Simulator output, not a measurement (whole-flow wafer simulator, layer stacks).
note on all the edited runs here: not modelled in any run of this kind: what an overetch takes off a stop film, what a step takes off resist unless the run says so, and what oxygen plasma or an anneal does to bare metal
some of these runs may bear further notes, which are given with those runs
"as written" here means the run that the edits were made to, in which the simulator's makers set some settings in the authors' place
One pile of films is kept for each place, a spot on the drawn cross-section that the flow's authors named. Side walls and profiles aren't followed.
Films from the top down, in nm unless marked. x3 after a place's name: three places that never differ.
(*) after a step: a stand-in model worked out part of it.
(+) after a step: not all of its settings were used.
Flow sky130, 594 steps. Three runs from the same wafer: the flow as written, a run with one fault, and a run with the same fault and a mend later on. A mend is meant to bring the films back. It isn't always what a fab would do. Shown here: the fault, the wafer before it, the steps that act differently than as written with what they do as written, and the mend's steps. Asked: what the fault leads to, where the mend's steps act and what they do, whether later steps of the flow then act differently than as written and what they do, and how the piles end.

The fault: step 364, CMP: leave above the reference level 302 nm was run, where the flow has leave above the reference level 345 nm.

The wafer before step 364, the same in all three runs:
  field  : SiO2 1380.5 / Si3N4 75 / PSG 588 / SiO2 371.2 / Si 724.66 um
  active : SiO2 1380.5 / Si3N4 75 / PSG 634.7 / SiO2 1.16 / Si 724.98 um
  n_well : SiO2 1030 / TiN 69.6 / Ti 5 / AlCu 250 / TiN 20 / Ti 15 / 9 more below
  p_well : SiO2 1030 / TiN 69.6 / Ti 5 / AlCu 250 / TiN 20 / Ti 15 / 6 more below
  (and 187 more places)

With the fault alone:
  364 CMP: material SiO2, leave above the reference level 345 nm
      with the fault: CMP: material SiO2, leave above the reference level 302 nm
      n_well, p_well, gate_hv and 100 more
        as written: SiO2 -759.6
        with the fault: SiO2 -802.6
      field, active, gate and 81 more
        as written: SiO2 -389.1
        with the fault: SiO2 -432.1
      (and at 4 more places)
  Later steps of the flow that act differently than as written (7 more steps differ only slightly, by at most 2% or 0.5 nm, whichever is larger, and aren't shown):
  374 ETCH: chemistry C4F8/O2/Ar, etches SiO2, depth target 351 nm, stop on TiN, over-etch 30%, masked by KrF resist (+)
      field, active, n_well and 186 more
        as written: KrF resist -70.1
        with the fault: KrF resist -59
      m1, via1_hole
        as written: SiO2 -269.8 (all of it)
        with the fault: SiO2 -226.8 (all of it)
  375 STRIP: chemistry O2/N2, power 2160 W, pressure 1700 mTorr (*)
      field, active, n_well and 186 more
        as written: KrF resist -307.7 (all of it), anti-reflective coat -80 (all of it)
        with the fault: KrF resist -318.9 (all of it), anti-reflective coat -80 (all of it)
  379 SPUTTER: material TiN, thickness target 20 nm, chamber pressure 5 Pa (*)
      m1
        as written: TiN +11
        with the fault: TiN +11.8
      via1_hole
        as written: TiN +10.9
        with the fault: TiN +11.8
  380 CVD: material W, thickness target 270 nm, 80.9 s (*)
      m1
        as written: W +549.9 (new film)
        with the fault: W +506 (new film)
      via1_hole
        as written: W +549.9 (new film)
        with the fault: W +506.1 (new film)
  At the end the piles differ from the flow's by more than 2% or 0.5 nm, whichever is larger, at n_well, p_well, gate_hv and 111 more.
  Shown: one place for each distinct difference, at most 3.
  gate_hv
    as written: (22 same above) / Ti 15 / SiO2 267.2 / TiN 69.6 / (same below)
    with the fault: (22 same above) / Ti 15 / SiO2 224.2 / TiN 69.6 / (same below)
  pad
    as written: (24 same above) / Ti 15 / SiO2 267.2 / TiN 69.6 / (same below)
    with the fault: (24 same above) / Ti 15 / SiO2 224.2 / TiN 69.6 / (same below)
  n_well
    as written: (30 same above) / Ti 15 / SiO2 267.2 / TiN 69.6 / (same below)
    with the fault: (30 same above) / Ti 15 / SiO2 224.2 / TiN 69.6 / (same below)

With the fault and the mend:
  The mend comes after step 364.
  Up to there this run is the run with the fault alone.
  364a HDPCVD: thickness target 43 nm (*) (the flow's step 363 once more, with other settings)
      field, active, n_well and 188 more
        SiO2 +43
  No later step of the flow acts differently than as written, at any place that is followed, by more than 2% or 0.5 nm, whichever is larger.
  At the end the piles are the same as the flow's at every place that both follow.
